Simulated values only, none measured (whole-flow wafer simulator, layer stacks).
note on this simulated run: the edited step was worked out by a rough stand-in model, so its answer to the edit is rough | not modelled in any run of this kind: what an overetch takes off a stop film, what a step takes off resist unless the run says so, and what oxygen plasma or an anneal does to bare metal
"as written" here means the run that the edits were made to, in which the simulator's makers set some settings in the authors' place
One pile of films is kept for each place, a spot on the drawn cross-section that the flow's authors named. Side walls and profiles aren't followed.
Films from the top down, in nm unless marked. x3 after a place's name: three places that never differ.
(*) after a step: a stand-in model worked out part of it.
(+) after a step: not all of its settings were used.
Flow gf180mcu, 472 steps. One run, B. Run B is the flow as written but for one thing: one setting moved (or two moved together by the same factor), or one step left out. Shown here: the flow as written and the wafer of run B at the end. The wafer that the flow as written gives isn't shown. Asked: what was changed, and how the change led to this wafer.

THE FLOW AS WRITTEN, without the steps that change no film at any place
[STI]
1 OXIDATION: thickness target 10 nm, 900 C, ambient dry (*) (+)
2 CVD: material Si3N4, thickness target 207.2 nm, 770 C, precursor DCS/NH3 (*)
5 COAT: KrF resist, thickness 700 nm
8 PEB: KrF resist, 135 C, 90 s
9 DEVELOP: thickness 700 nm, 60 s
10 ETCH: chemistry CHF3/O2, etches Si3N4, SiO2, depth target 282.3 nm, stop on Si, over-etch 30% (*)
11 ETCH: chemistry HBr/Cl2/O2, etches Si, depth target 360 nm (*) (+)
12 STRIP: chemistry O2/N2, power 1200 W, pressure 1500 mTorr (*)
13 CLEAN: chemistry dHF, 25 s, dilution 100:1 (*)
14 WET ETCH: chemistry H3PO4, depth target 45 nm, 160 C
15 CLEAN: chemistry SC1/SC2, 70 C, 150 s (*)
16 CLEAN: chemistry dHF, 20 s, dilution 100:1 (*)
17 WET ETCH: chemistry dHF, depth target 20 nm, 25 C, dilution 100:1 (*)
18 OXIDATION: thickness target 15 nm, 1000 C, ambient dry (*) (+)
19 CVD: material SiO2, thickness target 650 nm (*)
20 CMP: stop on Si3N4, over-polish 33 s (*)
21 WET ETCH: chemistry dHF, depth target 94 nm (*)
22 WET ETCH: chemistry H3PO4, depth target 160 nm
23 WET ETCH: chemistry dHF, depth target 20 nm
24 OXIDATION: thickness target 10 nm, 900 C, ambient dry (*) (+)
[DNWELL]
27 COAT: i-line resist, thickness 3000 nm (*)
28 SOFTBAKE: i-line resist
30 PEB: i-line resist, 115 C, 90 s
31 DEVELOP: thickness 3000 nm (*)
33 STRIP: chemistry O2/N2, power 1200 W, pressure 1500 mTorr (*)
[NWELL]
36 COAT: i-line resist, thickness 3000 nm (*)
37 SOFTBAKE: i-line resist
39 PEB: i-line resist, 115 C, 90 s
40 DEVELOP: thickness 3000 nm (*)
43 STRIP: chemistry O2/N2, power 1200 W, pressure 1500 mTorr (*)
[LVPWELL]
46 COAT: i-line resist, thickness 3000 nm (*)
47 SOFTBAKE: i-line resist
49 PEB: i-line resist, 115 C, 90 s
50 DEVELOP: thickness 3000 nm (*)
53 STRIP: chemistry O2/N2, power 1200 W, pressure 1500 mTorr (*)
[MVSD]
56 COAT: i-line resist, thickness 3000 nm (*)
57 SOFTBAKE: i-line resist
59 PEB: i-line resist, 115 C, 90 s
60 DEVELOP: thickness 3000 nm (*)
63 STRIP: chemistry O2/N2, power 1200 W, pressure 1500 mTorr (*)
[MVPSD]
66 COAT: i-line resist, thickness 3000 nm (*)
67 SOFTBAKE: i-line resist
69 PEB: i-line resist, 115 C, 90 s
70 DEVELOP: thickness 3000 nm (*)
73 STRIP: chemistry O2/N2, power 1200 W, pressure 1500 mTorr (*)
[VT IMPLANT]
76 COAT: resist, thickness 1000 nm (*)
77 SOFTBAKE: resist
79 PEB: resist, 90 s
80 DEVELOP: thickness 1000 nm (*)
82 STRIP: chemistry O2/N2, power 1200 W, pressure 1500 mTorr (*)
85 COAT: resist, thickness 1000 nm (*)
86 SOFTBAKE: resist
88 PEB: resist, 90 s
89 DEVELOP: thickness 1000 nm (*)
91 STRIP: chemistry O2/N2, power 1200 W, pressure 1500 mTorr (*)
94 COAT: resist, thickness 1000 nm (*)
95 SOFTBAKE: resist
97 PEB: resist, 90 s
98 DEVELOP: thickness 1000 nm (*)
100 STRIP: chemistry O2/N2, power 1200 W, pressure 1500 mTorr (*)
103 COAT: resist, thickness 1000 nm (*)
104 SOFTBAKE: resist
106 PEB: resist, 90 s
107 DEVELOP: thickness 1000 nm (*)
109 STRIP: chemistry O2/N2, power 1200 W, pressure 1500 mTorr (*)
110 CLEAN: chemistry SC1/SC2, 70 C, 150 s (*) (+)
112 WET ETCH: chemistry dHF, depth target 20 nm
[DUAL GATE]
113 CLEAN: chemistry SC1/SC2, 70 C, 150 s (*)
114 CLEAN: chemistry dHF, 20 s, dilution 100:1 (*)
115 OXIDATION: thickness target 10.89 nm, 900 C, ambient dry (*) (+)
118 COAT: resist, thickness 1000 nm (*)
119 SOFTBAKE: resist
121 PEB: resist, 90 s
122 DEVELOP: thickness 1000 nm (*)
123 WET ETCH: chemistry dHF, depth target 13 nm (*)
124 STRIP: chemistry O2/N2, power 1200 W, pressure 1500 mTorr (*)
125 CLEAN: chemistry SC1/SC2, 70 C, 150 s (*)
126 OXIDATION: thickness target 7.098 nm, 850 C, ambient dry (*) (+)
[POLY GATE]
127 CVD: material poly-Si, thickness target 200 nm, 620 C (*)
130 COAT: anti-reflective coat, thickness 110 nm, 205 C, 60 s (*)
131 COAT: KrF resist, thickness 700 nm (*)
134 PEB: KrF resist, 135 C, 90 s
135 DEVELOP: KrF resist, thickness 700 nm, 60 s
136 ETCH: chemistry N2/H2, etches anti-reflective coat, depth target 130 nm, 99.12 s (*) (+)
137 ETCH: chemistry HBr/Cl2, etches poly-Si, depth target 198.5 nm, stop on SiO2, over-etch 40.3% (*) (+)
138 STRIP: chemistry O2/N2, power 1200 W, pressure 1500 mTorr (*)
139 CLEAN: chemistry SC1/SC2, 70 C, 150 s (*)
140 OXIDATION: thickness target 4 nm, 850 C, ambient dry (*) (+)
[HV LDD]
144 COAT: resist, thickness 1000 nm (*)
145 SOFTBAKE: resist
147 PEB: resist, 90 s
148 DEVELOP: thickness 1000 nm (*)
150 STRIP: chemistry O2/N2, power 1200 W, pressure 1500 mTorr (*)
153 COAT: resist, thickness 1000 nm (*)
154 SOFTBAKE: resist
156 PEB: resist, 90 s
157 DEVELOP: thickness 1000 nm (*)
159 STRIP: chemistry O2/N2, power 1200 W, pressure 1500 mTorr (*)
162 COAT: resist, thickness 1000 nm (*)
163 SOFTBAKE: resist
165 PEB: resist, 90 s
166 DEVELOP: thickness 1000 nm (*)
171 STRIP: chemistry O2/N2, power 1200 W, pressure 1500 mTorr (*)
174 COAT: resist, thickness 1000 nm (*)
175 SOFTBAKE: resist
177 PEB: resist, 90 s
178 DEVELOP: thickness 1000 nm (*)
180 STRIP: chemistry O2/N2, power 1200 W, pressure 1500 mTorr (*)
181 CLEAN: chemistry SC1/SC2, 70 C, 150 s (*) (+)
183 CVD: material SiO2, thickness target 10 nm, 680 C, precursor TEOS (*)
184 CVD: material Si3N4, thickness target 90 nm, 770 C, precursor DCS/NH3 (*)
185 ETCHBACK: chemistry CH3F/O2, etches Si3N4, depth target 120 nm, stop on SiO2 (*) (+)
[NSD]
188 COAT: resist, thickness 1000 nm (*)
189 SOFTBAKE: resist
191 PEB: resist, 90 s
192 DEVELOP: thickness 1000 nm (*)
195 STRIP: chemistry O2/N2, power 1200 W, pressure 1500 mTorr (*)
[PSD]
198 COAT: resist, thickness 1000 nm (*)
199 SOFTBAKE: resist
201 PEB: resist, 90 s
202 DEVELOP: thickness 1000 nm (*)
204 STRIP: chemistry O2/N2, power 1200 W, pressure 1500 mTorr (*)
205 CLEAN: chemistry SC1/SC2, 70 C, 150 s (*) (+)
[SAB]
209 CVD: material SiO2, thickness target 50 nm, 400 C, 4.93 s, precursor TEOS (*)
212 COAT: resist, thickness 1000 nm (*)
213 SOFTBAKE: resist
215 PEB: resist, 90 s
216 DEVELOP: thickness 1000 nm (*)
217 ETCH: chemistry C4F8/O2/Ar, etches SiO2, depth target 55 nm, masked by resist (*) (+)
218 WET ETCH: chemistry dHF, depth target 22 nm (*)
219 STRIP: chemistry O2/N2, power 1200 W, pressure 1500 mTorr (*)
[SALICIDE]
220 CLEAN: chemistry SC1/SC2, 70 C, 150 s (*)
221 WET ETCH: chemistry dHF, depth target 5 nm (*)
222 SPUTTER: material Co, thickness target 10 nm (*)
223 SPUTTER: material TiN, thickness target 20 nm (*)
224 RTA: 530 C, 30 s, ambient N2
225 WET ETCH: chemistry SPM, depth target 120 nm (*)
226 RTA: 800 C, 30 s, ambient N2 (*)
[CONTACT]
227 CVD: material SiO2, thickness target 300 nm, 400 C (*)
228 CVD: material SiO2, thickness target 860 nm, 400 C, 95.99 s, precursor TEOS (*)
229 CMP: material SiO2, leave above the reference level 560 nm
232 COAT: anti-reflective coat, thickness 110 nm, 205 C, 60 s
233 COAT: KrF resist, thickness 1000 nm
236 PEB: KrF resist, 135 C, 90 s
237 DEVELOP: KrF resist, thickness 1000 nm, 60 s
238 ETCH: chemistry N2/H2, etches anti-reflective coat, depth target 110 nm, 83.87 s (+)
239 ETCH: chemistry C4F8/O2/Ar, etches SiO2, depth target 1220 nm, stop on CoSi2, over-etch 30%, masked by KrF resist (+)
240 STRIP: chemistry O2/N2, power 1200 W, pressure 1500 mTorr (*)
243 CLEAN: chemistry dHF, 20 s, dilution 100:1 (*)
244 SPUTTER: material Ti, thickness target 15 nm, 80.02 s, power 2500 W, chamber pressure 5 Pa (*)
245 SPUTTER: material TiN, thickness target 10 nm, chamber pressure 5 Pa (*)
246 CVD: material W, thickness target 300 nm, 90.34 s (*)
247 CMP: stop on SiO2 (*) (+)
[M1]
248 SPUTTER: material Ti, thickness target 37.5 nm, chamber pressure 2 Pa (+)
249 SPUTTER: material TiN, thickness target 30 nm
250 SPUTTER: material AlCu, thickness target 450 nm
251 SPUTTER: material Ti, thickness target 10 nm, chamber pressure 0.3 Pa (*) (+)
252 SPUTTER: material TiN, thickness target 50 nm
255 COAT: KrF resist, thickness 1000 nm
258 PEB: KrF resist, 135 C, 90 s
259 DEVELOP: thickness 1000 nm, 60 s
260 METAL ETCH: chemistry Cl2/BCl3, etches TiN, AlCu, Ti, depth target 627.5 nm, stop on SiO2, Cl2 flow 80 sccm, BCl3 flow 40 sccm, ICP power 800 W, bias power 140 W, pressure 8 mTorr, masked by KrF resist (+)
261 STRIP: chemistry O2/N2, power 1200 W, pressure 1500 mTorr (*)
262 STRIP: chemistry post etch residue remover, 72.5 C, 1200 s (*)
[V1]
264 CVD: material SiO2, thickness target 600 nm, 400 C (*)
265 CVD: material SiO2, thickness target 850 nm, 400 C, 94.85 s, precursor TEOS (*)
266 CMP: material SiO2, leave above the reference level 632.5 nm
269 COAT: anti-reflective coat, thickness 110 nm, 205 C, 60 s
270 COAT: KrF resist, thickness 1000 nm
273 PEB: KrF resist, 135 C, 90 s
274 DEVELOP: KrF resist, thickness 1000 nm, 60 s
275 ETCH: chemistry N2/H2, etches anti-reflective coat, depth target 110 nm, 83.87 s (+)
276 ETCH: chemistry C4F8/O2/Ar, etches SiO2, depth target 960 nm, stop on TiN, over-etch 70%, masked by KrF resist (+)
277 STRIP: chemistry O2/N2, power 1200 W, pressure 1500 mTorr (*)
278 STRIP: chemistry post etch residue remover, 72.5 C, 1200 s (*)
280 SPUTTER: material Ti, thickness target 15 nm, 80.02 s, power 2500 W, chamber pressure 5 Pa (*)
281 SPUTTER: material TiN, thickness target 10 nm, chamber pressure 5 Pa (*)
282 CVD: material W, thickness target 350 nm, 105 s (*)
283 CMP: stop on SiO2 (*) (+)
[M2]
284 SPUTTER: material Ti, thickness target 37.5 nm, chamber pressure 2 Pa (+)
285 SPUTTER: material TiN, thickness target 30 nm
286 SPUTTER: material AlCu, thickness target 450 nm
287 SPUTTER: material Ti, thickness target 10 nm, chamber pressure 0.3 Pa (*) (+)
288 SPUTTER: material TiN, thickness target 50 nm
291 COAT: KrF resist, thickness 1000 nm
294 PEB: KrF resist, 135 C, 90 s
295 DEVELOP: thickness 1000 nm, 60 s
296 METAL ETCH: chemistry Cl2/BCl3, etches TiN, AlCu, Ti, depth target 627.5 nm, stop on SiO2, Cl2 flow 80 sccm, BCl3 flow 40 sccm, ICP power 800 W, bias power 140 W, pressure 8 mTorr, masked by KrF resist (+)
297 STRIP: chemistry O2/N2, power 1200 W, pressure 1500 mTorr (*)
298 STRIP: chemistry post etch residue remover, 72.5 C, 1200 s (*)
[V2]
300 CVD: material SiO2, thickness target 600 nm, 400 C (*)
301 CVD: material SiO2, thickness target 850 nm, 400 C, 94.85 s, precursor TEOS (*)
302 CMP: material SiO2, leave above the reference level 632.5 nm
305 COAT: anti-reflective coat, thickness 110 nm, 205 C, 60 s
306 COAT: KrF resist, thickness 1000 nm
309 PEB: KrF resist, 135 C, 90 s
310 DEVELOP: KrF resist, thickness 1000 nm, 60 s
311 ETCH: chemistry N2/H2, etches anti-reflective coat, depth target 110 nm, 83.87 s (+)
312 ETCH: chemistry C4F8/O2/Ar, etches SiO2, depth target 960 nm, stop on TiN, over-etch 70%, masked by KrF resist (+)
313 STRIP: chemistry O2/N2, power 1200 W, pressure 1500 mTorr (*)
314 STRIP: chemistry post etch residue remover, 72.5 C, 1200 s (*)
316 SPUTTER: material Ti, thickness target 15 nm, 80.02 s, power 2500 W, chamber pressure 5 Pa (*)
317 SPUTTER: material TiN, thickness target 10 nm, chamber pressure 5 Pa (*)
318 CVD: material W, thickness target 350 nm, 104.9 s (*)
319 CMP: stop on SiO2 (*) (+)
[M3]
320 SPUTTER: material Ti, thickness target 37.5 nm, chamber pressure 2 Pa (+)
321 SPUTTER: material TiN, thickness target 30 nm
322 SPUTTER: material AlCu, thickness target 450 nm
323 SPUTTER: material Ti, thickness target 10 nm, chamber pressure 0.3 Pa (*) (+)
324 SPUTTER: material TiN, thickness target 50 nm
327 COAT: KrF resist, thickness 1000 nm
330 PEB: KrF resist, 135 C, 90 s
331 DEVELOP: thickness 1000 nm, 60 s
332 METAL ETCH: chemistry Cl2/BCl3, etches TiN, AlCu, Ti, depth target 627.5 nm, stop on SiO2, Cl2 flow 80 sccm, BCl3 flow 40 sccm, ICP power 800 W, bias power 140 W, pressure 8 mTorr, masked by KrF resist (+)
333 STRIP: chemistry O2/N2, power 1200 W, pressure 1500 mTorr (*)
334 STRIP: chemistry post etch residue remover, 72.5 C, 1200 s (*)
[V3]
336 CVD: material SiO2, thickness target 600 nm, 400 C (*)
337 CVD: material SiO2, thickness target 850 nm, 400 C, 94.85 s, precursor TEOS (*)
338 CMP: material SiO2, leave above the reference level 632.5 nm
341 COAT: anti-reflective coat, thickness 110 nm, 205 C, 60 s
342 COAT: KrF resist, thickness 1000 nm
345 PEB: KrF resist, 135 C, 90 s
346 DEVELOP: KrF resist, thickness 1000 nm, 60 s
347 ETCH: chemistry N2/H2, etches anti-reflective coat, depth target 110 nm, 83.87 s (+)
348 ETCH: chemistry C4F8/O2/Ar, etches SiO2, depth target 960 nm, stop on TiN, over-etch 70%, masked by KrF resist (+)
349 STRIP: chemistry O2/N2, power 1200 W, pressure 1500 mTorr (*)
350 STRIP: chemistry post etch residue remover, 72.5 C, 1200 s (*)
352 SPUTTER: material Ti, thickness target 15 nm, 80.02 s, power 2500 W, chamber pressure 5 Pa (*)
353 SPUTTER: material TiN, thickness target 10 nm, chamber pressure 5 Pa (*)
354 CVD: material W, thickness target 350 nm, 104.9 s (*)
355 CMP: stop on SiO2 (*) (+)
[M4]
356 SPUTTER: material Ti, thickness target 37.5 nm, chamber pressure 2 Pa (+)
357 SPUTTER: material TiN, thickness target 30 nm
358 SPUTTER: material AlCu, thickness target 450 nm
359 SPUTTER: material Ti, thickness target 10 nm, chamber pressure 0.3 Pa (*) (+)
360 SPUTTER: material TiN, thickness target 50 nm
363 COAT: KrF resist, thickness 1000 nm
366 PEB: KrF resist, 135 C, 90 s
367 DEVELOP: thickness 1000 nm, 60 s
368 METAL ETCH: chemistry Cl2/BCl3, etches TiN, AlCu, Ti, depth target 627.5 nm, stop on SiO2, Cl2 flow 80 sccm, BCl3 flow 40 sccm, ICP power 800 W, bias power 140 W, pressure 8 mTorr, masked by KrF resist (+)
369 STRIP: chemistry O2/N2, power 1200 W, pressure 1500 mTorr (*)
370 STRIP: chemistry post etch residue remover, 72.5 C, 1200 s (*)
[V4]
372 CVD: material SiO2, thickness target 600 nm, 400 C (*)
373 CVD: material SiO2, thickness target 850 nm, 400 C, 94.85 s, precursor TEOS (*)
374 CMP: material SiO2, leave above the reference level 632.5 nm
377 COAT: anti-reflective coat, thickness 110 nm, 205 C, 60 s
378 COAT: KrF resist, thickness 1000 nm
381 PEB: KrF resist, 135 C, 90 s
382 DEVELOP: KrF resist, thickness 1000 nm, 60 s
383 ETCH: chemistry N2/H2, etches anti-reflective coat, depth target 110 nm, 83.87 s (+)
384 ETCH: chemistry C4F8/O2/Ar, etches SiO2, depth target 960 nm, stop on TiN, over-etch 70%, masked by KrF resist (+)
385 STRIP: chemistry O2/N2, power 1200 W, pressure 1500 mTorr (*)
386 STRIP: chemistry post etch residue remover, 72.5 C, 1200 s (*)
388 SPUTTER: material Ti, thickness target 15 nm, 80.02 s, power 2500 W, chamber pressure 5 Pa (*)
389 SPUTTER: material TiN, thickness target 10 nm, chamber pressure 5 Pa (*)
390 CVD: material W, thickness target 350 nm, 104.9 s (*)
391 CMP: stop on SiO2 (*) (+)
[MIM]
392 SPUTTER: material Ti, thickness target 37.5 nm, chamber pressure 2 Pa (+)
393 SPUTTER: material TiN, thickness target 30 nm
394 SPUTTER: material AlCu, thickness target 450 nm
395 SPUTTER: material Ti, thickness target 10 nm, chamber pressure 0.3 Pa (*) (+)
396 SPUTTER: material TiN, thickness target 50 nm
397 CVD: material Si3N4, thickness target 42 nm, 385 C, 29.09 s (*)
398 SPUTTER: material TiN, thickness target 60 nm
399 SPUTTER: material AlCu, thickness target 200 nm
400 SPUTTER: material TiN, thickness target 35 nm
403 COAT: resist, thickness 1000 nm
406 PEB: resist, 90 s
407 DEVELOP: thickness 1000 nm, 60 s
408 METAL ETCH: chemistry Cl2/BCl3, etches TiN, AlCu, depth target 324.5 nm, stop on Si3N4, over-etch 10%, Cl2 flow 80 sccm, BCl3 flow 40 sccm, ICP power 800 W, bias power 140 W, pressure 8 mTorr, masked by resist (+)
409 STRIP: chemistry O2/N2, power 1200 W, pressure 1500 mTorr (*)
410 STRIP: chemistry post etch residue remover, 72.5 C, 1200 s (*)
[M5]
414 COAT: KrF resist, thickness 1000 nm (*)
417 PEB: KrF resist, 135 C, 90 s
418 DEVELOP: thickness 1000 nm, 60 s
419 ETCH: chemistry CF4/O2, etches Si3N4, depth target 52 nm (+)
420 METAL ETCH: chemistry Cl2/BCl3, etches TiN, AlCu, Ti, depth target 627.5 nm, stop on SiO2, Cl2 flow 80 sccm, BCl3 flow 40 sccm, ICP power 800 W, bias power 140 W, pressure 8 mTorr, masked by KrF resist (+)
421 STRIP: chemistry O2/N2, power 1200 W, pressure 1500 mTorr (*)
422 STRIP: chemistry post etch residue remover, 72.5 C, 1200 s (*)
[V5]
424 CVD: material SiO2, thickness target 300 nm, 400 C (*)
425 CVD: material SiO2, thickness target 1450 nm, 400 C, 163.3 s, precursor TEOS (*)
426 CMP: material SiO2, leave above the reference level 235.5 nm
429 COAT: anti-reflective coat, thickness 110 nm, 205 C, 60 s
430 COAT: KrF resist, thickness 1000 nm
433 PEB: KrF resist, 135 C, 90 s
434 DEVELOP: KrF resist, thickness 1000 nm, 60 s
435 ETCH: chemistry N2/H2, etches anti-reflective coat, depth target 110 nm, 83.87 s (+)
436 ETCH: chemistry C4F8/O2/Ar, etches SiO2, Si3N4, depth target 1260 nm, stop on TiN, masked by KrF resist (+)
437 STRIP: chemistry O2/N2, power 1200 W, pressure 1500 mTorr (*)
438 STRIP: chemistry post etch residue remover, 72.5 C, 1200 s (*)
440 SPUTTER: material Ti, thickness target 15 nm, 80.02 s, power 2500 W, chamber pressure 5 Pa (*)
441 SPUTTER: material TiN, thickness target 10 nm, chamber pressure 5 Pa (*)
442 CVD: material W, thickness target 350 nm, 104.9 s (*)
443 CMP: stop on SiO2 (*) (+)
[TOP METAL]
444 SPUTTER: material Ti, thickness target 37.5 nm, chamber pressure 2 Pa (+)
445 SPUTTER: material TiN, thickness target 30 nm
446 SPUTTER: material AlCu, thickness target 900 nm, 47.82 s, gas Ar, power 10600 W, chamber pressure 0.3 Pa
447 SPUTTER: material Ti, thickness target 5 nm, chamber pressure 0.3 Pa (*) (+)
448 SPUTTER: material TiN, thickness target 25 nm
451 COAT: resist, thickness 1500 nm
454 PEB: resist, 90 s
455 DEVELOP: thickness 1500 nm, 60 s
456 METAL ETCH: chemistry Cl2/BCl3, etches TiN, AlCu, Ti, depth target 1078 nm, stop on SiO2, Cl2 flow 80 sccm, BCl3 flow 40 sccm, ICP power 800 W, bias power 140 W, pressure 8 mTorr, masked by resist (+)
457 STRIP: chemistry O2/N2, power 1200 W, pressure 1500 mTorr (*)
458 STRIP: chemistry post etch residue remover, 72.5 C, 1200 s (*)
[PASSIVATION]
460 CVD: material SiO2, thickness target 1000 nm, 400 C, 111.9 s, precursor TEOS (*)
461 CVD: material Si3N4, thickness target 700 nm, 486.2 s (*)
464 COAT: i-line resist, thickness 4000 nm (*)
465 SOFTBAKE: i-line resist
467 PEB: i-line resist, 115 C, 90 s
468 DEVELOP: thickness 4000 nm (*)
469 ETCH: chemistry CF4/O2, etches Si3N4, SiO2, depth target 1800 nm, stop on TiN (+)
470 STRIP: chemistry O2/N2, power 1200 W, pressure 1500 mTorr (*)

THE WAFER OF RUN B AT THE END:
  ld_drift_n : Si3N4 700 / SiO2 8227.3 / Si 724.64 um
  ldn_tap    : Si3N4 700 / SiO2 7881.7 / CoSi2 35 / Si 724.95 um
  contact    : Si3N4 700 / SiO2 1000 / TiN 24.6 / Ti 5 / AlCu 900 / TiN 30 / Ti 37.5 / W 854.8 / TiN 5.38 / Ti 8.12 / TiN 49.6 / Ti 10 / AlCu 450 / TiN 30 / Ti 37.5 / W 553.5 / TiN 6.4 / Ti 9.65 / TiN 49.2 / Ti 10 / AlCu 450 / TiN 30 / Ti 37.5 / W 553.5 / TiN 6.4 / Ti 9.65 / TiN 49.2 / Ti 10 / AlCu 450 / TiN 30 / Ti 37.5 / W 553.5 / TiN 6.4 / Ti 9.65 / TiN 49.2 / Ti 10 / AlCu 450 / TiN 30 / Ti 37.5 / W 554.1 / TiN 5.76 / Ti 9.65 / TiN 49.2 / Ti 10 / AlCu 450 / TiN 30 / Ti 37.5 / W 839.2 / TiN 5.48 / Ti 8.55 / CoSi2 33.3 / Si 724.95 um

The cause: step 281, SPUTTER: thickness target 9 nm was run, where the flow has thickness target 10 nm.

How the change led to this, step by step:
  281 SPUTTER: material TiN, thickness target 10 nm, chamber pressure 5 Pa (*)
      field, field__w1, field__w2 and 107 more: TiN +9 (new film) (as written it would be: TiN +10 (new film))
      contact: TiN +5.76 (new film) (as written it would be: TiN +6.4 (new film))
  283 CMP: stop on SiO2 (*) (+)
      field, field__w1, field__w2 and 107 more: W -350 (all of it), TiN -9 (all of it), Ti -15 (all of it), SiO2 -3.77 (as written it would be: W -350 (all of it), TiN -10 (all of it), Ti -15 (all of it), SiO2 -3.78)
